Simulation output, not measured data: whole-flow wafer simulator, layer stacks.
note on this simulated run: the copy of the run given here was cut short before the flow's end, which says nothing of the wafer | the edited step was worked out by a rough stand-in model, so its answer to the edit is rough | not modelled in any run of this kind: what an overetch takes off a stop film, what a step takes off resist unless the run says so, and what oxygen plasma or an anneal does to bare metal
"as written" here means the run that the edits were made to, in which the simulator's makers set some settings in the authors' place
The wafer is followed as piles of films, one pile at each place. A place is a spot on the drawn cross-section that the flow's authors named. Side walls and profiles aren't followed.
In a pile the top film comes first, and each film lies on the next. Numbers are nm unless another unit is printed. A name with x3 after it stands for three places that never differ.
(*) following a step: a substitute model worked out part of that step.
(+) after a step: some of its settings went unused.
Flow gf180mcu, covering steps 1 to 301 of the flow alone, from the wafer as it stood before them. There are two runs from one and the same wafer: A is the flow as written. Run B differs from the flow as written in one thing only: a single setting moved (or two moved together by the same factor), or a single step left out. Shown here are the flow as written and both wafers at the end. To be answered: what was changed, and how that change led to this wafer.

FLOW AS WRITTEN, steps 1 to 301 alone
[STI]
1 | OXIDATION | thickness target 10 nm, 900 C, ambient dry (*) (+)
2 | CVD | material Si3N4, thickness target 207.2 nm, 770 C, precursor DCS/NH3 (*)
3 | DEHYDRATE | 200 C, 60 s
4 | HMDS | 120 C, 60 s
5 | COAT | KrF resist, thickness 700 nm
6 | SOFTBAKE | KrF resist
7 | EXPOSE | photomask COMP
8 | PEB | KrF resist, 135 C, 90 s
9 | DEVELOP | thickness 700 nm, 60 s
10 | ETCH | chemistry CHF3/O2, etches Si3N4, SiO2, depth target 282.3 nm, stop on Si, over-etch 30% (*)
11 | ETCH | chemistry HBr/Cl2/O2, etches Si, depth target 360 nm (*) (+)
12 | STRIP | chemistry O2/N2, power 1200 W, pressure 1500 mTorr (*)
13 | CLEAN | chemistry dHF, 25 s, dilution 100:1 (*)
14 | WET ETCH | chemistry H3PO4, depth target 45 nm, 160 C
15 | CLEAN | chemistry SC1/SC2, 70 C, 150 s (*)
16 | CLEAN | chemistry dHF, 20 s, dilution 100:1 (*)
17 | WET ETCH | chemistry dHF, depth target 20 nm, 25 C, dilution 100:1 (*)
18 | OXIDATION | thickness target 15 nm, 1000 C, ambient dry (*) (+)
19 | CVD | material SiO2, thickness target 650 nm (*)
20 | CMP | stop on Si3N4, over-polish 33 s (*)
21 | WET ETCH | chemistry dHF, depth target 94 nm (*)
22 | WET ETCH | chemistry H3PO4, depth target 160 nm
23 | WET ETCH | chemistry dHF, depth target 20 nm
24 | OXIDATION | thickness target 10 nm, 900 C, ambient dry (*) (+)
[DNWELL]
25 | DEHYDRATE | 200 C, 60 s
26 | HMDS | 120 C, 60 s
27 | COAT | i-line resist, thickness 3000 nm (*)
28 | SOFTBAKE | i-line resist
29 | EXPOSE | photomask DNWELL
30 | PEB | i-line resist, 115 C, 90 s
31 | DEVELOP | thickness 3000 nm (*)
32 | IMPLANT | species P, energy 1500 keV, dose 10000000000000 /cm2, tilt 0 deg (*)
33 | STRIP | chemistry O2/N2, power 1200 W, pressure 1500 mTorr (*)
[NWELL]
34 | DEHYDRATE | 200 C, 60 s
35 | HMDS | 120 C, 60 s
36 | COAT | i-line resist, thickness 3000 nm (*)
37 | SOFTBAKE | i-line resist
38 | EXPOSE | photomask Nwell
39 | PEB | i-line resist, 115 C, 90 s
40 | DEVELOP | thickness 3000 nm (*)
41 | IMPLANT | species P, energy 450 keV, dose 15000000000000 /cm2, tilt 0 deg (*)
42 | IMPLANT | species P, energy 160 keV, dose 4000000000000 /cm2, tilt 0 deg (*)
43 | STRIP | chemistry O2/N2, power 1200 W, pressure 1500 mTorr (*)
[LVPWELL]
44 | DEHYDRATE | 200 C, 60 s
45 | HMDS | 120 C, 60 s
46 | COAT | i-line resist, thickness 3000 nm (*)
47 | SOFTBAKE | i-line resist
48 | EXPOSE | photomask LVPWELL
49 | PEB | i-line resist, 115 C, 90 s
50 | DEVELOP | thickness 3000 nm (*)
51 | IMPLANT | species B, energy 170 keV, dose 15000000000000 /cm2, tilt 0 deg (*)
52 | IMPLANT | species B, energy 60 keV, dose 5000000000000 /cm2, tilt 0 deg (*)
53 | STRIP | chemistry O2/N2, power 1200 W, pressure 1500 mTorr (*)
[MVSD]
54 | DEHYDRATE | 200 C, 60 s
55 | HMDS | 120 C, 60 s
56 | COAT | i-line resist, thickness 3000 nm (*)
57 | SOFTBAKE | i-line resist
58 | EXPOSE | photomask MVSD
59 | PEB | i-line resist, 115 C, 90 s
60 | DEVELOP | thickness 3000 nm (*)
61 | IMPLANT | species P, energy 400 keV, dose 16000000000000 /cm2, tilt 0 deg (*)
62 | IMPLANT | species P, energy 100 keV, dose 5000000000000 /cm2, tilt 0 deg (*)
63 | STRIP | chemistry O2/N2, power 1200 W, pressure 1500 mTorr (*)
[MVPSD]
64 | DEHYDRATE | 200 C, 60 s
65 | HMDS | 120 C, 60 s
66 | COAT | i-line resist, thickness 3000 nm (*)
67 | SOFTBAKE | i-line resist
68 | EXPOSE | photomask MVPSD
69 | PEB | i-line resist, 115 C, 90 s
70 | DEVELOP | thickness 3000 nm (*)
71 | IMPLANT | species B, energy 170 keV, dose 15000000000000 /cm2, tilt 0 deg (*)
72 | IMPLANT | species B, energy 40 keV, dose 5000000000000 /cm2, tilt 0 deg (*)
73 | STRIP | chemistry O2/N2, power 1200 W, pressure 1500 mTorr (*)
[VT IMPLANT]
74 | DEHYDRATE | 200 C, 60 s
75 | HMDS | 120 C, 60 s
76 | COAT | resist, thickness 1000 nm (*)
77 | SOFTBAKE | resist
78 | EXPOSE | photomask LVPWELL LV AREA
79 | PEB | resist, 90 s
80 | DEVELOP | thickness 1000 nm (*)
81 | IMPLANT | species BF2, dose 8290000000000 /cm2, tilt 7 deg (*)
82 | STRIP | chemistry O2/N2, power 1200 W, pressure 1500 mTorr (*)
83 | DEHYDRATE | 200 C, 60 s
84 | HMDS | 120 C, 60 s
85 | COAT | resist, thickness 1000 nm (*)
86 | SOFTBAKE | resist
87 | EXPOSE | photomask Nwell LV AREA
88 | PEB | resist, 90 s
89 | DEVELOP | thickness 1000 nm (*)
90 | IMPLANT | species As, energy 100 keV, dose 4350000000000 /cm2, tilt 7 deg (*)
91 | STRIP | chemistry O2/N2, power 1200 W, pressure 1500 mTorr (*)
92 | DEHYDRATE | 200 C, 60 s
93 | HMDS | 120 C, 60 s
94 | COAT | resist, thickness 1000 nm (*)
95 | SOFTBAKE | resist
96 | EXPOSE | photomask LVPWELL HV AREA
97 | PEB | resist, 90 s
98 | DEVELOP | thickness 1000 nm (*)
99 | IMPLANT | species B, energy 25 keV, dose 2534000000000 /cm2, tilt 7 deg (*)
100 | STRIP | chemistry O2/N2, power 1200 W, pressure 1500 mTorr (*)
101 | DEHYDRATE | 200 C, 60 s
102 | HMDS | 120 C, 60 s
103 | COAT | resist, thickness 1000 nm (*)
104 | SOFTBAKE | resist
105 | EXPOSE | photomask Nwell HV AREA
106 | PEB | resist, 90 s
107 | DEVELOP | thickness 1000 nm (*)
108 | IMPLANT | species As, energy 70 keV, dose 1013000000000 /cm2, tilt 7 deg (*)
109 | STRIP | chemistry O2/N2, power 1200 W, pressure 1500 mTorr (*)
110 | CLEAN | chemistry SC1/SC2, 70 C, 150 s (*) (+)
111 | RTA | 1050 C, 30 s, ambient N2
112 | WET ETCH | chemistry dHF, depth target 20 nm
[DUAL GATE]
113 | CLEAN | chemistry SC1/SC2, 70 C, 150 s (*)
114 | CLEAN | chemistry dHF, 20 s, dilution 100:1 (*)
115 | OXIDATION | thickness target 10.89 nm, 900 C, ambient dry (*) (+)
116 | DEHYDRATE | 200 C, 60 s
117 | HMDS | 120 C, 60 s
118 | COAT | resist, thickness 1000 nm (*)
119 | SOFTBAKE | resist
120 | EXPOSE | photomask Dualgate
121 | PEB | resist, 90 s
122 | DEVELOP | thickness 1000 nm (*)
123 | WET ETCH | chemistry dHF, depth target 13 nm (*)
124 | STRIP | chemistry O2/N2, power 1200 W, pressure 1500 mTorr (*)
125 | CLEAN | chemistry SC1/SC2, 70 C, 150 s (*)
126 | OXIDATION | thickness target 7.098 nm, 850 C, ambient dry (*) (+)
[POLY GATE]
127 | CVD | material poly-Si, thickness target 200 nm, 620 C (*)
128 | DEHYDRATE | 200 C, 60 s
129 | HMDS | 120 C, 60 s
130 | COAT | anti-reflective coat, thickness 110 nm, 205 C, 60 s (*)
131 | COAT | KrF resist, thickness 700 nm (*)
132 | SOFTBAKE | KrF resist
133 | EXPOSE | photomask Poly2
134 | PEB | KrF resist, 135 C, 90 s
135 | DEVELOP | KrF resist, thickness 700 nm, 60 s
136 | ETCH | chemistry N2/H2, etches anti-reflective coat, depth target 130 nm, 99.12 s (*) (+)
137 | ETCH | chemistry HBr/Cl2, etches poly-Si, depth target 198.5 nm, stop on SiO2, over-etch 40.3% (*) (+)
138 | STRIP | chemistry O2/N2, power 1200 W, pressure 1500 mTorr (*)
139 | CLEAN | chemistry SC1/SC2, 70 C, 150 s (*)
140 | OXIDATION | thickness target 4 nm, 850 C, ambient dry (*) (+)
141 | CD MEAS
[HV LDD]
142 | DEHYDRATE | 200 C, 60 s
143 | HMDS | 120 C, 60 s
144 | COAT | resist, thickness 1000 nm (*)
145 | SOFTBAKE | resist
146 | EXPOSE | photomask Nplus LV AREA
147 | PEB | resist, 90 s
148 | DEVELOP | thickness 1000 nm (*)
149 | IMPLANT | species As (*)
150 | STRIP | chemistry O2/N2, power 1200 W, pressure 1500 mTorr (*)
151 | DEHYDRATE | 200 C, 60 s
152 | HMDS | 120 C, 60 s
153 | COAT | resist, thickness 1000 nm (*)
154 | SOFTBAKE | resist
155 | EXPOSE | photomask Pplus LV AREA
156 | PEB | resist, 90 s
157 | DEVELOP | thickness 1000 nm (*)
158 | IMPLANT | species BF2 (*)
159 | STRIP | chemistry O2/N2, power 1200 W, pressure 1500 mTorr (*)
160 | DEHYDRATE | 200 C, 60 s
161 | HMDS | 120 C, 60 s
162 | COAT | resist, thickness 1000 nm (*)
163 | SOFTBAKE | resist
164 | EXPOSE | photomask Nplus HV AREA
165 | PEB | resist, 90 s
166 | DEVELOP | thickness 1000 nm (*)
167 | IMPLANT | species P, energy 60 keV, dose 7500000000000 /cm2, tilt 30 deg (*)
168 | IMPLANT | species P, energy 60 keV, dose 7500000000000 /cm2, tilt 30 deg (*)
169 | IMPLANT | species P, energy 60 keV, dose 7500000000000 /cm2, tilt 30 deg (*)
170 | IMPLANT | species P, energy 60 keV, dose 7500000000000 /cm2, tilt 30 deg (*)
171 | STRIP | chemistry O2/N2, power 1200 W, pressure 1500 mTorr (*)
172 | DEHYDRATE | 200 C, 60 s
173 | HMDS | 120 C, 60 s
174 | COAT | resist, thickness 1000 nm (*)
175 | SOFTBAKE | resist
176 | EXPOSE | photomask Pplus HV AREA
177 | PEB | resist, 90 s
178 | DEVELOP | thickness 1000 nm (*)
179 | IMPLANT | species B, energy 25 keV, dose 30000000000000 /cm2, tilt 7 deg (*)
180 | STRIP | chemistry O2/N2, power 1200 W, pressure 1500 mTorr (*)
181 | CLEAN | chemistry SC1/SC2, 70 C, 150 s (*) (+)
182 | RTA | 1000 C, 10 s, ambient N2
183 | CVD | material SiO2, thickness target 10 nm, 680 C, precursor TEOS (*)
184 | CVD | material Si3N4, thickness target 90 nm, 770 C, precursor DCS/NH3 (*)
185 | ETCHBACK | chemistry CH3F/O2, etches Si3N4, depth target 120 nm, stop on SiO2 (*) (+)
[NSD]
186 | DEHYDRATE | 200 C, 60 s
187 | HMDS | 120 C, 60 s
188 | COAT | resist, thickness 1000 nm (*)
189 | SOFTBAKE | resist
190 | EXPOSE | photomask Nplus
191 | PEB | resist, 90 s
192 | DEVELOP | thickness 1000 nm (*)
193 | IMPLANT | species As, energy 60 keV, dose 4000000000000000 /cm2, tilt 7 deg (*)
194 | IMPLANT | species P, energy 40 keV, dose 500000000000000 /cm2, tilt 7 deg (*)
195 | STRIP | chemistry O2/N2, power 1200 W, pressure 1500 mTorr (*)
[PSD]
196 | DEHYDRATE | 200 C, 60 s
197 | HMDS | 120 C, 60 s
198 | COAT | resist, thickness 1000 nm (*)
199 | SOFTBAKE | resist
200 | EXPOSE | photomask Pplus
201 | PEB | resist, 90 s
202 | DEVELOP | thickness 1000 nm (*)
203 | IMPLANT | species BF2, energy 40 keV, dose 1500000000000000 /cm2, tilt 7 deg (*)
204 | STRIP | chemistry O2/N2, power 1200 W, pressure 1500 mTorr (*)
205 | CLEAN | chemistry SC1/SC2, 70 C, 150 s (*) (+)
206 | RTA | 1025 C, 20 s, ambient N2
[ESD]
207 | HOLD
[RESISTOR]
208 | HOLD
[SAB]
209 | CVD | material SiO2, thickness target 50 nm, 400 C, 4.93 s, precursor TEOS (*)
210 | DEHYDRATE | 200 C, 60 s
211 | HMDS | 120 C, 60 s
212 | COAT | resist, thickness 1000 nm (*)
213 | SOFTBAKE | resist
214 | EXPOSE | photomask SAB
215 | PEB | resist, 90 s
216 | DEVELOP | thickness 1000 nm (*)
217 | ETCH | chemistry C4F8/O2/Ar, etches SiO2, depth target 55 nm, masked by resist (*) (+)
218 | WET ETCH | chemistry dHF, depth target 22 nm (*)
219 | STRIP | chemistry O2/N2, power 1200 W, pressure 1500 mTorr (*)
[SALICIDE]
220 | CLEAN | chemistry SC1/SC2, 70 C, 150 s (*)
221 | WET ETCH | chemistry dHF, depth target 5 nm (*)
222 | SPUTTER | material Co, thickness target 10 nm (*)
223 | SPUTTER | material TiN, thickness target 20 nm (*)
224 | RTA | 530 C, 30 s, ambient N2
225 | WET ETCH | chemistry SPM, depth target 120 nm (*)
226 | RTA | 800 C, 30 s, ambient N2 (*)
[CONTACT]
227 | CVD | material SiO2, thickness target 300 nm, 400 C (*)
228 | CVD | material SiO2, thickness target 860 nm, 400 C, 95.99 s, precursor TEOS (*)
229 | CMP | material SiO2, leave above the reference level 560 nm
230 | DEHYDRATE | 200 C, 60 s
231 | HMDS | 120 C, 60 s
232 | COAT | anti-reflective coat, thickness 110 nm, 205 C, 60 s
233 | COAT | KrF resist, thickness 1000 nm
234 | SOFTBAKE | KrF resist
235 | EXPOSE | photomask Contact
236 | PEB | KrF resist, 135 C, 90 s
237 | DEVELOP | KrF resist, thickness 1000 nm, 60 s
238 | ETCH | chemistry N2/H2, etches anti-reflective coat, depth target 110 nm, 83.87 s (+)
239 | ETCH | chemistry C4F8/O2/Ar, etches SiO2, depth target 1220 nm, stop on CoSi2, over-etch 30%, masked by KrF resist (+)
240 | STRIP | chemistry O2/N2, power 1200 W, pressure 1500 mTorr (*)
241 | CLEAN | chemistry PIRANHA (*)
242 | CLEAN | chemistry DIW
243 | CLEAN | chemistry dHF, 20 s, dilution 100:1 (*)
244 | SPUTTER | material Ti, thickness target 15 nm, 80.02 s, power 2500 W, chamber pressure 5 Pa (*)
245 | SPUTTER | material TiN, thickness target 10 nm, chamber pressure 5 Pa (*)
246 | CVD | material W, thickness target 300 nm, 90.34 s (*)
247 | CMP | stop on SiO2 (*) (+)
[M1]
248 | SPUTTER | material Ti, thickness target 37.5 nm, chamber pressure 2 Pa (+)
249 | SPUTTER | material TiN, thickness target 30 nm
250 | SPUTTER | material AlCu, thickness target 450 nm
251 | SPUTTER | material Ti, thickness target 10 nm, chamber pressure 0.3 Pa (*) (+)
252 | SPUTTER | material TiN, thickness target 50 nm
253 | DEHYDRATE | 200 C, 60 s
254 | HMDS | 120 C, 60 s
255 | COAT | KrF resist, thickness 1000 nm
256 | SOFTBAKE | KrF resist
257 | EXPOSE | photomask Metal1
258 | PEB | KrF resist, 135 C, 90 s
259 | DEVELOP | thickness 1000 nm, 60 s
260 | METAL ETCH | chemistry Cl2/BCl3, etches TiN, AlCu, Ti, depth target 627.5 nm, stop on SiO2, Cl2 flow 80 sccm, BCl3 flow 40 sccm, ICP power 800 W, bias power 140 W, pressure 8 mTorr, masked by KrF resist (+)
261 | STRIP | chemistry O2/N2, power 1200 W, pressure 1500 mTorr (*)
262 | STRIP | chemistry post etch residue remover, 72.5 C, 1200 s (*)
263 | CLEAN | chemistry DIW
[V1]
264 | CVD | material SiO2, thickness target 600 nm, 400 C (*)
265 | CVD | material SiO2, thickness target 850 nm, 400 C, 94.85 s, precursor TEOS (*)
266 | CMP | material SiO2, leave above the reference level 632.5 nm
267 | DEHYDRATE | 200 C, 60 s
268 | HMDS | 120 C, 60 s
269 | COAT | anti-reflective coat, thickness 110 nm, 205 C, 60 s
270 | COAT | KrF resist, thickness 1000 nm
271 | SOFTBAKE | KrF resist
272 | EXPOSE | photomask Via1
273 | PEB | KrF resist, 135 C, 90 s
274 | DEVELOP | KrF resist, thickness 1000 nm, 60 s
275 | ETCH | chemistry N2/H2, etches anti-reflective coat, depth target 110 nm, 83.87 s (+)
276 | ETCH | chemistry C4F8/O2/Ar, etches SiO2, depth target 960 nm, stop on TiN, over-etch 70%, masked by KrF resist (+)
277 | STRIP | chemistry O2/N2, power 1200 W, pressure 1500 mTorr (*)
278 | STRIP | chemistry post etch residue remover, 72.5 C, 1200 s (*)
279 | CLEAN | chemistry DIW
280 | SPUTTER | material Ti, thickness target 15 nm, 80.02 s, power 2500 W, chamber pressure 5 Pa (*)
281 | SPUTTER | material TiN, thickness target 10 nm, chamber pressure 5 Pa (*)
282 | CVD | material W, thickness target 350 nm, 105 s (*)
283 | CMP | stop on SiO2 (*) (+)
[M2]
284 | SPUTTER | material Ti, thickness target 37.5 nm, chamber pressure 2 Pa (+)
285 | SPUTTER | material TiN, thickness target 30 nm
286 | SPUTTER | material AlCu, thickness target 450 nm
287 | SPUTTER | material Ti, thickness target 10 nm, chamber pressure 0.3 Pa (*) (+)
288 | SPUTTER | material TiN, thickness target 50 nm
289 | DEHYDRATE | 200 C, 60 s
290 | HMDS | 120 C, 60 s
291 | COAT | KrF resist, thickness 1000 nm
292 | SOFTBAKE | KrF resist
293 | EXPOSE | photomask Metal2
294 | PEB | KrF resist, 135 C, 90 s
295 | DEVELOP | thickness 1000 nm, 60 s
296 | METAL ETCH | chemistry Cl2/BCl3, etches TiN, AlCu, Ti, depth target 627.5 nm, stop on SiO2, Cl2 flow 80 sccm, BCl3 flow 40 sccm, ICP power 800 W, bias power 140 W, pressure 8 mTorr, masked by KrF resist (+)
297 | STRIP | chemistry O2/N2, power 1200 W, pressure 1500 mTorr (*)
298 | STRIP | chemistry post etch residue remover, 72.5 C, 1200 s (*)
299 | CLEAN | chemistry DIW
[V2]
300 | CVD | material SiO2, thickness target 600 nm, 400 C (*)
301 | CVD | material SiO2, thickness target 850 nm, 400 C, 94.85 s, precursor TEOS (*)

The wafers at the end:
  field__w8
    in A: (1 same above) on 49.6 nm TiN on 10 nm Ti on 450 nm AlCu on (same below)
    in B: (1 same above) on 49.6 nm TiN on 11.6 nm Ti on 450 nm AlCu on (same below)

What caused this: step 287, SPUTTER: thickness target 11.6 nm was run, though the flow has thickness target 10 nm.
The wafer itself shows it: field__w8 has Ti 11.6, and step 287 as written asks for 10 nm.

The path from the change to this, step by step:
  287 | SPUTTER | material Ti, thickness target 10 nm, chamber pressure 0.3 Pa (*) (+)
      field, field__w1, field__w2 and 108 more: A Ti gains 10 (new film) | B Ti gains 11.6 (new film)
  296 | METAL ETCH | chemistry Cl2/BCl3, etches TiN, AlCu, Ti, depth target 627.5 nm, stop on SiO2, Cl2 flow 80 sccm, BCl3 flow 40 sccm, ICP power 800 W, bias power 140 W, pressure 8 mTorr, masked by KrF resist (+)
      field, field__w1, field__w2 and 103 more: A TiN loses 50 (all of it), Ti loses 10 (all of it), AlCu loses 450 (all of it), TiN loses 30 (all of it), Ti loses 37.5 (all of it) | B TiN loses 50 (all of it), Ti loses 11.6 (all of it), AlCu loses 450 (all of it), TiN loses 30 (all of it), Ti loses 37.5 (all of it)
